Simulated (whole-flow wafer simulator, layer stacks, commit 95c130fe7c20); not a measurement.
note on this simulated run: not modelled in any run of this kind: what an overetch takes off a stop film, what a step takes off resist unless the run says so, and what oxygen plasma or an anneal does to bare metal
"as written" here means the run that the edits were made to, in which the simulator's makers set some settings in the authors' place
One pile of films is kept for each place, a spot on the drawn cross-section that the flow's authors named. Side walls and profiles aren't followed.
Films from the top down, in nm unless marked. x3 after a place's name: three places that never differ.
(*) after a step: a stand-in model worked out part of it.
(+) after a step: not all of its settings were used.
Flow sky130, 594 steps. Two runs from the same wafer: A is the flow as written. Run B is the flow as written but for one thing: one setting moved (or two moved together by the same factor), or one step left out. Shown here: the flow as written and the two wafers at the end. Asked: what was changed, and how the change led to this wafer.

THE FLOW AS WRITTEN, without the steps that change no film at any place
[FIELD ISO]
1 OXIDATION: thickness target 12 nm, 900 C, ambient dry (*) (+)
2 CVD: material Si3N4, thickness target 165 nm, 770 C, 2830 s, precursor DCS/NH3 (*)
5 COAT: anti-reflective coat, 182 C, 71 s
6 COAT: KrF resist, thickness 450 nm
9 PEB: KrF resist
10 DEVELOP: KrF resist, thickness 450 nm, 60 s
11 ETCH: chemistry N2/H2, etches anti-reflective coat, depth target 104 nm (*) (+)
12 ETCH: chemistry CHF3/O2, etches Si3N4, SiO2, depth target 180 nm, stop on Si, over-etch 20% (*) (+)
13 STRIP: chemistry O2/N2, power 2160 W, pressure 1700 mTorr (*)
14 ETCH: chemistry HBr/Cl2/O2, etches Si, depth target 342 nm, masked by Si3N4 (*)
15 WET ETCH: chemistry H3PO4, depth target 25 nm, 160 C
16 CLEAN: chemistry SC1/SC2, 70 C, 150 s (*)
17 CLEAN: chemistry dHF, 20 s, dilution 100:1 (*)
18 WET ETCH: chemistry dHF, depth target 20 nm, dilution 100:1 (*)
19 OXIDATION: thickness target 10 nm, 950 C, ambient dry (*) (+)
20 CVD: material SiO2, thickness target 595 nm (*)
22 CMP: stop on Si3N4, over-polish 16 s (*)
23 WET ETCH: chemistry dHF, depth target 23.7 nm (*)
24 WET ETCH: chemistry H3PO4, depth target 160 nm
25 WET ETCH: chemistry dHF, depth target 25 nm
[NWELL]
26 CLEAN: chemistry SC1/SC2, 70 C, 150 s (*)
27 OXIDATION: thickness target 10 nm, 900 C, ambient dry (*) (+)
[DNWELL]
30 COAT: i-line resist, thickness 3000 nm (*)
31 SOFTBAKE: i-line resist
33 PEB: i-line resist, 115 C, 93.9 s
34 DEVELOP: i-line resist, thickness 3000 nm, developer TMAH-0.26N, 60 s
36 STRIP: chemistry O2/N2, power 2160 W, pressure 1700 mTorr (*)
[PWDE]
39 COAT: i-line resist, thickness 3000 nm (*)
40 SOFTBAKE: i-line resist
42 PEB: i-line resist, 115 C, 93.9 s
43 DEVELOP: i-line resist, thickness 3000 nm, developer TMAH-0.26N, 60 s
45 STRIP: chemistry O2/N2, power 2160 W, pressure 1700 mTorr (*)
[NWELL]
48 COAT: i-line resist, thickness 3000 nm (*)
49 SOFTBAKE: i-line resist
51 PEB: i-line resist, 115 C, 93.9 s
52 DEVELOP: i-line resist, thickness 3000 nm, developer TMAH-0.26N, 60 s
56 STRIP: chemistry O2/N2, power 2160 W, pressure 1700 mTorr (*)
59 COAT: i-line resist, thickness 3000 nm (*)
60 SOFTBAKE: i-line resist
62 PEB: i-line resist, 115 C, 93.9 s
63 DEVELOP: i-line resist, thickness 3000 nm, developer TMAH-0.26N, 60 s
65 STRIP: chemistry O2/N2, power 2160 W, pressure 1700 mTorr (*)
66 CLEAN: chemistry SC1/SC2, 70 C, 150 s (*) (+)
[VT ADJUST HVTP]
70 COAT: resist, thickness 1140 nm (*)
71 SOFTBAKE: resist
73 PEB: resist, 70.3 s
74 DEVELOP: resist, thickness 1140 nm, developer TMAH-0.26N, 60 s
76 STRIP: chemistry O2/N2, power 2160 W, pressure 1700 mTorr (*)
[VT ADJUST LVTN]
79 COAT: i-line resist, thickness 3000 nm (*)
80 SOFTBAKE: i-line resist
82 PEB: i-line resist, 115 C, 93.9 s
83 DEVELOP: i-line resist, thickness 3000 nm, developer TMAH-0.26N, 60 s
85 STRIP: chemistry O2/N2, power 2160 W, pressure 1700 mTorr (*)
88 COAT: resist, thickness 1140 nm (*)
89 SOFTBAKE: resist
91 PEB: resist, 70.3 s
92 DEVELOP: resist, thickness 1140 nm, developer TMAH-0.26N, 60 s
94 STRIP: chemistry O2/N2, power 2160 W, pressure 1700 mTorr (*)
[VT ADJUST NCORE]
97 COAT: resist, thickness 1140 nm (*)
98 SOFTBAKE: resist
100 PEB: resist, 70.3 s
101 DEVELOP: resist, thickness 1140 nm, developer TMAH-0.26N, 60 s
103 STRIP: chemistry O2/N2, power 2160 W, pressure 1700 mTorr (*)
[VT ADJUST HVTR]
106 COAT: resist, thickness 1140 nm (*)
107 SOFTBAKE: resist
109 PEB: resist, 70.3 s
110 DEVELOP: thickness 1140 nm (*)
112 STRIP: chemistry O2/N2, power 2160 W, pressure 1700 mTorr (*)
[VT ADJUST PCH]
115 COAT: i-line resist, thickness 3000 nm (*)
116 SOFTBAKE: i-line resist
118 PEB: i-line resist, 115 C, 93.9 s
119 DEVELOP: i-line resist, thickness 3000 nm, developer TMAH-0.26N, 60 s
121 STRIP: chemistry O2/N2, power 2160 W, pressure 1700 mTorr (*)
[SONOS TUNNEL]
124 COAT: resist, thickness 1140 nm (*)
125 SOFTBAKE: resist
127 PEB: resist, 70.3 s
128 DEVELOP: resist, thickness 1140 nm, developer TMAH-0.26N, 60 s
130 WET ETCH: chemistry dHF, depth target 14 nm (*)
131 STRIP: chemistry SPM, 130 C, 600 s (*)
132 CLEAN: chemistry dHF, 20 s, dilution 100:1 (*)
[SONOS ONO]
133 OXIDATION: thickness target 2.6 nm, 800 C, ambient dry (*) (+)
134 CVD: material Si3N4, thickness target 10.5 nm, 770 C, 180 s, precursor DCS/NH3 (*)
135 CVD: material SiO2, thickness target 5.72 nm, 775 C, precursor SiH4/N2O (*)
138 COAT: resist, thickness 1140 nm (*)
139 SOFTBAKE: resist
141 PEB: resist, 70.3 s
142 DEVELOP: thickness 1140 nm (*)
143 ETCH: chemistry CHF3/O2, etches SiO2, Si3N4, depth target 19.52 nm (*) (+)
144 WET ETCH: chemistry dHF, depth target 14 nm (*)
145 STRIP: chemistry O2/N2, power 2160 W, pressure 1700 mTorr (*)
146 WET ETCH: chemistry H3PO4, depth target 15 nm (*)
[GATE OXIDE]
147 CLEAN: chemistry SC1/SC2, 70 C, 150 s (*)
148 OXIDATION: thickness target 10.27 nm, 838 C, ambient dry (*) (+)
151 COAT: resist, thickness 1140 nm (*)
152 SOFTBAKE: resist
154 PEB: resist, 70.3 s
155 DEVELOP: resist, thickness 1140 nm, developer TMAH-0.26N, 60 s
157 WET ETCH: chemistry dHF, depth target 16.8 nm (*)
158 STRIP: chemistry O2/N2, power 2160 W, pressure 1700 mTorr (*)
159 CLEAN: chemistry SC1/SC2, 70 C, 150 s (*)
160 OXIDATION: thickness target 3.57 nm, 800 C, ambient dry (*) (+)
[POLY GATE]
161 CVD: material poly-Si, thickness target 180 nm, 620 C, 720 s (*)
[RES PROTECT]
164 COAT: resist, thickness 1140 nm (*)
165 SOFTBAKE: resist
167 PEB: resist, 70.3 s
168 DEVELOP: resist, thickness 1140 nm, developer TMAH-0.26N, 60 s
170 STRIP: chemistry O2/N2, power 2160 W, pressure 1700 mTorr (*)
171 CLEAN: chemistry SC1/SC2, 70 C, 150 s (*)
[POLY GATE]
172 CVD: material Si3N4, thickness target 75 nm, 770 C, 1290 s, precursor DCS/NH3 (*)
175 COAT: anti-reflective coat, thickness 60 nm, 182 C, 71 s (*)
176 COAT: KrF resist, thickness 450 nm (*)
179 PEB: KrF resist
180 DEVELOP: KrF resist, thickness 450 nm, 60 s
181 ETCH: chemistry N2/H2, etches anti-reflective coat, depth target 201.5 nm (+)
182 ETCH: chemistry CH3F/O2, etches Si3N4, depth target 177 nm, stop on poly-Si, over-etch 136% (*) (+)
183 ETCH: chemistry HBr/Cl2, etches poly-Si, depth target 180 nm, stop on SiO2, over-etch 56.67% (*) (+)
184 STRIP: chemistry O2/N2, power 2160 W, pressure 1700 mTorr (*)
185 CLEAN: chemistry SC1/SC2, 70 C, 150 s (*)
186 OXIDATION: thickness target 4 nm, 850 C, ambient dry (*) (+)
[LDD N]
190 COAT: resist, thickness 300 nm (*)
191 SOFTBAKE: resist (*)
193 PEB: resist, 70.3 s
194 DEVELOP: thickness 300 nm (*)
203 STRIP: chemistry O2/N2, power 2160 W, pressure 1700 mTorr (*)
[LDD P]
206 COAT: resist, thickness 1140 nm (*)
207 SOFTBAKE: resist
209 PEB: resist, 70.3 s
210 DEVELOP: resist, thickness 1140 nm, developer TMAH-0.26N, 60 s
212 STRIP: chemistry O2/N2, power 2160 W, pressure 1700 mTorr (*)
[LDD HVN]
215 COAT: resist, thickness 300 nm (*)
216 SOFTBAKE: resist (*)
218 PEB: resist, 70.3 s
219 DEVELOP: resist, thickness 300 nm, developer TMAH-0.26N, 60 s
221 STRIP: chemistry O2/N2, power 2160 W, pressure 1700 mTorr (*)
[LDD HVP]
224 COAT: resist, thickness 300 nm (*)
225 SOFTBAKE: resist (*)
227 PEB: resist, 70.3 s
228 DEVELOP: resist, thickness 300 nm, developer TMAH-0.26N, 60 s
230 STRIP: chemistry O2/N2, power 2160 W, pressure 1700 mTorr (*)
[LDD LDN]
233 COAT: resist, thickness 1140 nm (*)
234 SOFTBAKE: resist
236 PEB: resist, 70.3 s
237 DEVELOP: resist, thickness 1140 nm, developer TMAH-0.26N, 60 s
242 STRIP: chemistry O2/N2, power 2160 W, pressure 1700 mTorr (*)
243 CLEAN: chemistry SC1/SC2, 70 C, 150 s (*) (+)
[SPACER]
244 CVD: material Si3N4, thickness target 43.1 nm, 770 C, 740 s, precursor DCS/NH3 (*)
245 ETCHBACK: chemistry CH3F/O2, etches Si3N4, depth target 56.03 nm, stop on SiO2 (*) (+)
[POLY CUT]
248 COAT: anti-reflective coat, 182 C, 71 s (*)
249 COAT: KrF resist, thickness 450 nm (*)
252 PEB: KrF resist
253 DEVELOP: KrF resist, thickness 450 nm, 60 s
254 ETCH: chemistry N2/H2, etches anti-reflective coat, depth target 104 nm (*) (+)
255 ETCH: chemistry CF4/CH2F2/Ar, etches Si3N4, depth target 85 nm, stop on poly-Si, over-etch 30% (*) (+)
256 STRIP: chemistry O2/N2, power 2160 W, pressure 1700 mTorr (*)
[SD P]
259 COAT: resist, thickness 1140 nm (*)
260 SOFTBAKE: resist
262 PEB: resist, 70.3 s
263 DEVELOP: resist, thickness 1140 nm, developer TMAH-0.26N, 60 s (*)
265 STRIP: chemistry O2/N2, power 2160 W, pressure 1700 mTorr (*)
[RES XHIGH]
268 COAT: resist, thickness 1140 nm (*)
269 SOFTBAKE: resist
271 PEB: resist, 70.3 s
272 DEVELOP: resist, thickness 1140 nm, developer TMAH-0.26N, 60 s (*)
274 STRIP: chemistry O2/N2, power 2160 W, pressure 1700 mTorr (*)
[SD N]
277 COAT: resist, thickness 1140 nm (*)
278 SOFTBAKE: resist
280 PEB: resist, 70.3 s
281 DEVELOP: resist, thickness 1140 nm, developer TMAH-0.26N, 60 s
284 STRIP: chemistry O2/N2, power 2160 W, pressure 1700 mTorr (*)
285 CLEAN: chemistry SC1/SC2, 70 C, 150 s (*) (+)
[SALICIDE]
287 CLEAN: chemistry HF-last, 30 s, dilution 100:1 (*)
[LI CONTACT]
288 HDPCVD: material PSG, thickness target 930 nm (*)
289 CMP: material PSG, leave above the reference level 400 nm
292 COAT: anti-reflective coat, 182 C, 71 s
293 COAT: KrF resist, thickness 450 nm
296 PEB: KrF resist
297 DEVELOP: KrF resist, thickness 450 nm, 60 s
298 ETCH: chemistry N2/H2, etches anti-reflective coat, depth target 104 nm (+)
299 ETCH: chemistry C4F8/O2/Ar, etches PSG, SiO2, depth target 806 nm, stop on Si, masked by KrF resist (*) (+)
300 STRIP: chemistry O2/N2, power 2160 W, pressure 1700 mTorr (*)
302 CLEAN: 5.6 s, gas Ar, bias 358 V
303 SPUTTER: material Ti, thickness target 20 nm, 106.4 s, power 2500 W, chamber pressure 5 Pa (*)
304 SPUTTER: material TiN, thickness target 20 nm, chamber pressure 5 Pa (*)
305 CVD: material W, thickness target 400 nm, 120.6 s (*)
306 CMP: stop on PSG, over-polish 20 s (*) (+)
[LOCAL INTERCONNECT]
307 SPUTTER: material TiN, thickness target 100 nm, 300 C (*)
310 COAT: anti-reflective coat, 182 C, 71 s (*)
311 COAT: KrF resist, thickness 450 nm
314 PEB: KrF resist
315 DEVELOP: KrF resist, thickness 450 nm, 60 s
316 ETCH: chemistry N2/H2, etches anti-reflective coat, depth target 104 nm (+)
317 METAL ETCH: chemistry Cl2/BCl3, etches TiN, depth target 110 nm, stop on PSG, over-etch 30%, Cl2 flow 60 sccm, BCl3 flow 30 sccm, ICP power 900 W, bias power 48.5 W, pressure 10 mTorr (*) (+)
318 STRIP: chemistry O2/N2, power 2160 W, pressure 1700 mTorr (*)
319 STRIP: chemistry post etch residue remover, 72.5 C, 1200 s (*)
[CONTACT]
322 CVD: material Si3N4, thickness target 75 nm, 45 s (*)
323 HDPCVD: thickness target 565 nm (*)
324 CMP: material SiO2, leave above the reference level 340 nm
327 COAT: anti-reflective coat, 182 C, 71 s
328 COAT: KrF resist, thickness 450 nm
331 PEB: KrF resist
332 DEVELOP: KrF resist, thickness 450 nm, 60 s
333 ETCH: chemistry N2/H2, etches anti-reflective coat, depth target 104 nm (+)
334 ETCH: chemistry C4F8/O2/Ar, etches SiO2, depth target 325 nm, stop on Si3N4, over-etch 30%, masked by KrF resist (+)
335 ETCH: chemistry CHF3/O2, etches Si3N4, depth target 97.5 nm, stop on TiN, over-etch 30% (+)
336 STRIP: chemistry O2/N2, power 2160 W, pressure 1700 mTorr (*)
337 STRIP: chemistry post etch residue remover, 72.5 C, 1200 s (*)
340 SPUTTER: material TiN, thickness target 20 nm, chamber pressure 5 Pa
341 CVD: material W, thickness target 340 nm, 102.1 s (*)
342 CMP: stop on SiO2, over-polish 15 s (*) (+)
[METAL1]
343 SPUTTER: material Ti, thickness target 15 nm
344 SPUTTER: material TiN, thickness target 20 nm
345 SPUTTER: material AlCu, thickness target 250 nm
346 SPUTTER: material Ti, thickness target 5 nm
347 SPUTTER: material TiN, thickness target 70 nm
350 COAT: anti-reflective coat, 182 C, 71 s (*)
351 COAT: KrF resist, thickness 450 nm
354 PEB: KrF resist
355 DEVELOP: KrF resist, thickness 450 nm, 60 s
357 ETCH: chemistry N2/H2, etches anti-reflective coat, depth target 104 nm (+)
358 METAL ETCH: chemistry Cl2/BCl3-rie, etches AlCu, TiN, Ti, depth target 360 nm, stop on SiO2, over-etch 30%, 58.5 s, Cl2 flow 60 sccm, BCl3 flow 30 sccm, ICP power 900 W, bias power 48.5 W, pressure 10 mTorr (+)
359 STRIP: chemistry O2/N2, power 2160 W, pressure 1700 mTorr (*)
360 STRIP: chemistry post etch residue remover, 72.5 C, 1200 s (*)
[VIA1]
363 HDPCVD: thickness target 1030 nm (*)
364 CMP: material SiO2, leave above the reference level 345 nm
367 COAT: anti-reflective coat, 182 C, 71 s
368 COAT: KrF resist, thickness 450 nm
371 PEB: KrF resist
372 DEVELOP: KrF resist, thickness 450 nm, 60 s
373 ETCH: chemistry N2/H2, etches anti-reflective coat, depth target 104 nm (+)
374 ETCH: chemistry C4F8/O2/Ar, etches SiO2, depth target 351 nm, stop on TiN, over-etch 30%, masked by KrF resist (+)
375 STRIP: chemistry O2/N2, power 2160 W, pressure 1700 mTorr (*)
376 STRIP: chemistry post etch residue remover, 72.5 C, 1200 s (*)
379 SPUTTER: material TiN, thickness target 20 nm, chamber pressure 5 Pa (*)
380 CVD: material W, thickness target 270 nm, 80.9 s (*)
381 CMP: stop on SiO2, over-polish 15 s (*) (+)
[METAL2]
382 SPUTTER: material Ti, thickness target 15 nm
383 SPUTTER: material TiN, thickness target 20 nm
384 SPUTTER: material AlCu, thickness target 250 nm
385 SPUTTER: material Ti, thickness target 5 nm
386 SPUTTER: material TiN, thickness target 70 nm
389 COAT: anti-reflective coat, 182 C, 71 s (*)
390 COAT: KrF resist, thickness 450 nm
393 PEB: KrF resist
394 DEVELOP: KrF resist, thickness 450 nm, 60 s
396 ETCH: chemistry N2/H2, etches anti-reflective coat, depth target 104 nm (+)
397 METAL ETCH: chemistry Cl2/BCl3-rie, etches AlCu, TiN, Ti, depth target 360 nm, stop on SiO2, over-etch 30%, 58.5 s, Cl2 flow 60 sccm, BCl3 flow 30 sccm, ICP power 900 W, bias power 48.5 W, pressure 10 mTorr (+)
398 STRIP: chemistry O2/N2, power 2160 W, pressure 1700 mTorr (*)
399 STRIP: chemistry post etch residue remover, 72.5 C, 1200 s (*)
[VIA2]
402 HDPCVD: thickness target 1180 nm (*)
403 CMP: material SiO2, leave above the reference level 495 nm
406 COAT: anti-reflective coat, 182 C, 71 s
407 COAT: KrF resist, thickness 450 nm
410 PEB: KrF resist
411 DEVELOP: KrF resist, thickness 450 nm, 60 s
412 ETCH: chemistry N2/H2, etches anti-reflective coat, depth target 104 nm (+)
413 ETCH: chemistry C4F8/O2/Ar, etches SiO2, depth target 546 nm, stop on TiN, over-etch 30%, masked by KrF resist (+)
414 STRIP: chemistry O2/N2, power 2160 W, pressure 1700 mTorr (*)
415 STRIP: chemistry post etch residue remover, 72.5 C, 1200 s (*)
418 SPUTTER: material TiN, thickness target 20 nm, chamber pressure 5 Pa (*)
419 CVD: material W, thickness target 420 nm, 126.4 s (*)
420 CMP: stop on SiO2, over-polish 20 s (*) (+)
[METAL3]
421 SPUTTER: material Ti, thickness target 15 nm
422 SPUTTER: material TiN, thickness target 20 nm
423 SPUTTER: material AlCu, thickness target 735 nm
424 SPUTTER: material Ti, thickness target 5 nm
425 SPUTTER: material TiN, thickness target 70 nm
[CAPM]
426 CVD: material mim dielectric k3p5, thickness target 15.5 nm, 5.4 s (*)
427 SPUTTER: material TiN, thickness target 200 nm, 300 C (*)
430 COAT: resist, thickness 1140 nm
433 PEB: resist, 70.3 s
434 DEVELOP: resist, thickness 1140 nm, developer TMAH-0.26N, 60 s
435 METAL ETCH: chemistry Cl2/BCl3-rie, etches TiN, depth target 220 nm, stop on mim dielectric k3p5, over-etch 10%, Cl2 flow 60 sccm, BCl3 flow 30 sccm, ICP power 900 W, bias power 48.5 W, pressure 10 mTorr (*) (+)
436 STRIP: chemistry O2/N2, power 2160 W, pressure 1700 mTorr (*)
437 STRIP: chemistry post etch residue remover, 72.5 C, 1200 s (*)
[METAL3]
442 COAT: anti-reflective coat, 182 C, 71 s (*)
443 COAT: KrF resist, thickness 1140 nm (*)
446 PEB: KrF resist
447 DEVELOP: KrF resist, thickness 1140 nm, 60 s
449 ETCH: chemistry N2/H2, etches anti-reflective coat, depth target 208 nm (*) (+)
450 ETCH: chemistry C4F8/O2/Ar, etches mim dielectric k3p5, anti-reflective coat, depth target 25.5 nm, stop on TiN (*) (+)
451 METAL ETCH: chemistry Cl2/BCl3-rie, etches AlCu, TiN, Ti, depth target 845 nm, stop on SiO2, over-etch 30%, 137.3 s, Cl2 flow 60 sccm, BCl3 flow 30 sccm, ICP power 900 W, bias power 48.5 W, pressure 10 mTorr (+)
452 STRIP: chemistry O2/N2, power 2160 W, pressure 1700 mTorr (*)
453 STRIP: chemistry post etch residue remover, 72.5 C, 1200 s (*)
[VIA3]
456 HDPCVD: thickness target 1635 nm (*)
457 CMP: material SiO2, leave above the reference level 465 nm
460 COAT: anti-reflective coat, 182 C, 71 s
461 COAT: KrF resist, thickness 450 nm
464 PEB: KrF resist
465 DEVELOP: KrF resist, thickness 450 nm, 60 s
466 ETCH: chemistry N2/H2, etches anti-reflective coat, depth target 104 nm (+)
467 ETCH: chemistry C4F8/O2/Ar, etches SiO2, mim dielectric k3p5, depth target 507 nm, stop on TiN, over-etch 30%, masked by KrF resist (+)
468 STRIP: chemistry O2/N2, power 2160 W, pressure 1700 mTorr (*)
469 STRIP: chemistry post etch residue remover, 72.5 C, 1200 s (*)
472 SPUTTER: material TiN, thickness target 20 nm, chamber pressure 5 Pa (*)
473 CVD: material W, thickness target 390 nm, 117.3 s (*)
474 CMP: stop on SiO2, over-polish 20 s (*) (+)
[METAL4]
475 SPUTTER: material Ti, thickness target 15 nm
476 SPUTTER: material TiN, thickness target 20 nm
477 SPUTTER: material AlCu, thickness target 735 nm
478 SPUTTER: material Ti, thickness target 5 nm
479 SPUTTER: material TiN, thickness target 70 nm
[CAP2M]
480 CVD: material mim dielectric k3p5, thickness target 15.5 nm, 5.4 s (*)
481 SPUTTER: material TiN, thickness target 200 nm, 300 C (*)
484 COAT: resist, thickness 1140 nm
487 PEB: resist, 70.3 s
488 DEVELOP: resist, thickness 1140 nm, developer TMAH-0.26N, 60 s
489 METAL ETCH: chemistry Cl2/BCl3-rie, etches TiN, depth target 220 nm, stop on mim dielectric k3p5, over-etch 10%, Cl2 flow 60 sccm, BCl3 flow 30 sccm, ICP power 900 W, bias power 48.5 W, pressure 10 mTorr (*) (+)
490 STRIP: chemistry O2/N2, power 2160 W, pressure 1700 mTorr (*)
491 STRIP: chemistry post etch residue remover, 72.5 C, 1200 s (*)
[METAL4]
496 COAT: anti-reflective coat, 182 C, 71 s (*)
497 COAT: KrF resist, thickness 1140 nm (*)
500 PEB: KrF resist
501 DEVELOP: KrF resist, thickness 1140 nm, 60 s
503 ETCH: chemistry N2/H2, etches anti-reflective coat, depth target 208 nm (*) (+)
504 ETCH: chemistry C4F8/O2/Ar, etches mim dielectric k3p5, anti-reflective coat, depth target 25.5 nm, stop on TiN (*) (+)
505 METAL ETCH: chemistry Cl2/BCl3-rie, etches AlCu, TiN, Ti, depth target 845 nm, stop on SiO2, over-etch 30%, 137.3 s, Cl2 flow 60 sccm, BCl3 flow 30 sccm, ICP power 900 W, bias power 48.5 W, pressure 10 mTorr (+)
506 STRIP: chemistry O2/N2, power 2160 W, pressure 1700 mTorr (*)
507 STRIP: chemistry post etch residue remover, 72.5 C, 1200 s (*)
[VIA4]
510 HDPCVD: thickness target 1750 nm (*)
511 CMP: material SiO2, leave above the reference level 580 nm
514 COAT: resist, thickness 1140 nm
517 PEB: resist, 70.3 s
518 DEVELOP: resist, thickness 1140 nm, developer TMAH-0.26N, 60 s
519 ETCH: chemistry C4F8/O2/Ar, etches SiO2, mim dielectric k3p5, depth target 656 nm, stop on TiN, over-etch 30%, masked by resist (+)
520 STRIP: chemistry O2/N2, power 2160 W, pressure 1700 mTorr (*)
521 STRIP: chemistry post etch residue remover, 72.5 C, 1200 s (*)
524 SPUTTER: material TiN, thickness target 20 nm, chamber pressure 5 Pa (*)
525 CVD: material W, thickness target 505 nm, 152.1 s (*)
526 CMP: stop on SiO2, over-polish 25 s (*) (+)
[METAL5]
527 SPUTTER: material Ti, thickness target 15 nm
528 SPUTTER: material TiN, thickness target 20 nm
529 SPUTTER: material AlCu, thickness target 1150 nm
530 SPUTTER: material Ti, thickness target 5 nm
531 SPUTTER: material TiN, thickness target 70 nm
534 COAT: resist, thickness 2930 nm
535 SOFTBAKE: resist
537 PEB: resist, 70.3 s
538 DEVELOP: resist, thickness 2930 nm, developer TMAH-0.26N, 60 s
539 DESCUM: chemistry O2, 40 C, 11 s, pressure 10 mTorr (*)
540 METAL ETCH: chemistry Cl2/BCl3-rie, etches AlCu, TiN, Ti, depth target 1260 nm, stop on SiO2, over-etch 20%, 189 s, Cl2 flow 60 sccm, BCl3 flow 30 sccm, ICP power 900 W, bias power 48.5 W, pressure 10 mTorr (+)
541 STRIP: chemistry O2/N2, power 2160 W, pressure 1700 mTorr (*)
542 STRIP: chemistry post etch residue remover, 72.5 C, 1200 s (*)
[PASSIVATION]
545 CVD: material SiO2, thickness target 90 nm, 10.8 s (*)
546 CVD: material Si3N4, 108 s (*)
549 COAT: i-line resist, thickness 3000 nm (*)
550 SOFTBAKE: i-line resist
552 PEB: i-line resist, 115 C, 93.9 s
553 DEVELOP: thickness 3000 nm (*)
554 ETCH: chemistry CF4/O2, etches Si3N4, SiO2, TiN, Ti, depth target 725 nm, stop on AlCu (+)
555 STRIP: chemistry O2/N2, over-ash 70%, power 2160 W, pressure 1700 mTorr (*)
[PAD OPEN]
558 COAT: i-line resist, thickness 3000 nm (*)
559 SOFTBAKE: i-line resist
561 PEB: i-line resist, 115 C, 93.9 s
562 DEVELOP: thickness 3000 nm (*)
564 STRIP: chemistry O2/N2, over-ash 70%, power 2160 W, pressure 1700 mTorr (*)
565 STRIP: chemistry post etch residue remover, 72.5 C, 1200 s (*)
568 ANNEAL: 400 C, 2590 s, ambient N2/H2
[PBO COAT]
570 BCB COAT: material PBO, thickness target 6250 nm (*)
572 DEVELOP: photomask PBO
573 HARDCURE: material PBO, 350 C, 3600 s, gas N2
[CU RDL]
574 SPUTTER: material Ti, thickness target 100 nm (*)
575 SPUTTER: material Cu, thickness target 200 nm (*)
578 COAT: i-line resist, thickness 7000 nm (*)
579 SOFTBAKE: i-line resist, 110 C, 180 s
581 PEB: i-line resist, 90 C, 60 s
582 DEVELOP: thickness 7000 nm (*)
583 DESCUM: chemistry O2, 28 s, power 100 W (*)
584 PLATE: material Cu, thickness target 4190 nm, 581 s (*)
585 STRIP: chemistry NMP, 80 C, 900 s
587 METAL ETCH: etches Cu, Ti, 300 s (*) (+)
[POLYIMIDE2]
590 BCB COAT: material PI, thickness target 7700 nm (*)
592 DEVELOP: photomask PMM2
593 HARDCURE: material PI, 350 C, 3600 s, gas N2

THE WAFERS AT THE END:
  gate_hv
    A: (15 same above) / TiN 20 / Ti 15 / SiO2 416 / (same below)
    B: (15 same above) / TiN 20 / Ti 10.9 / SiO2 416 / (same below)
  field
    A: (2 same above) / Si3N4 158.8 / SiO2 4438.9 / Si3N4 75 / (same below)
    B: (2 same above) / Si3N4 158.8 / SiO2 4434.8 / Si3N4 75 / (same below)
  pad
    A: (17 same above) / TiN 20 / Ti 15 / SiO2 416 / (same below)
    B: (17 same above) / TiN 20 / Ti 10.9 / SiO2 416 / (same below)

The cause: step 421, SPUTTER: thickness target 10.9 nm was run, where the flow has thickness target 15 nm.
It can be read off the wafer: gate_hv has Ti 10.9, and step 421 as written asks for 15 nm.

How the change led to this, step by step:
  421 SPUTTER: material Ti, thickness target 15 nm
      field, active, n_well and 188 more: A Ti +15 (new film) | B Ti +10.9 (new film)
  451 METAL ETCH: chemistry Cl2/BCl3-rie, etches AlCu, TiN, Ti, depth target 845 nm, stop on SiO2, over-etch 30%, 137.3 s, Cl2 flow 60 sccm, BCl3 flow 30 sccm, ICP power 900 W, bias power 48.5 W, pressure 10 mTorr (+)
      field, gate, spacer and 68 more: A TiN -70 (all of it), Ti -5 (all of it), AlCu -735 (all of it), TiN -20 (all of it), Ti -15 (all of it), SiO2 -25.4 | B TiN -70 (all of it), Ti -5 (all of it), AlCu -735 (all of it), TiN -20 (all of it), Ti -10.9 (all of it), SiO2 -25.8
      active, vpp_ln, vpp_iso2 and 11 more: A TiN -70 (all of it), Ti -5 (all of it), AlCu -735 (all of it), TiN -20 (all of it), Ti -15 (all of it), SiO2 -25.3 | B TiN -70 (all of it), Ti -5 (all of it), AlCu -735 (all of it), TiN -20 (all of it), Ti -10.9 (all of it), SiO2 -25.8
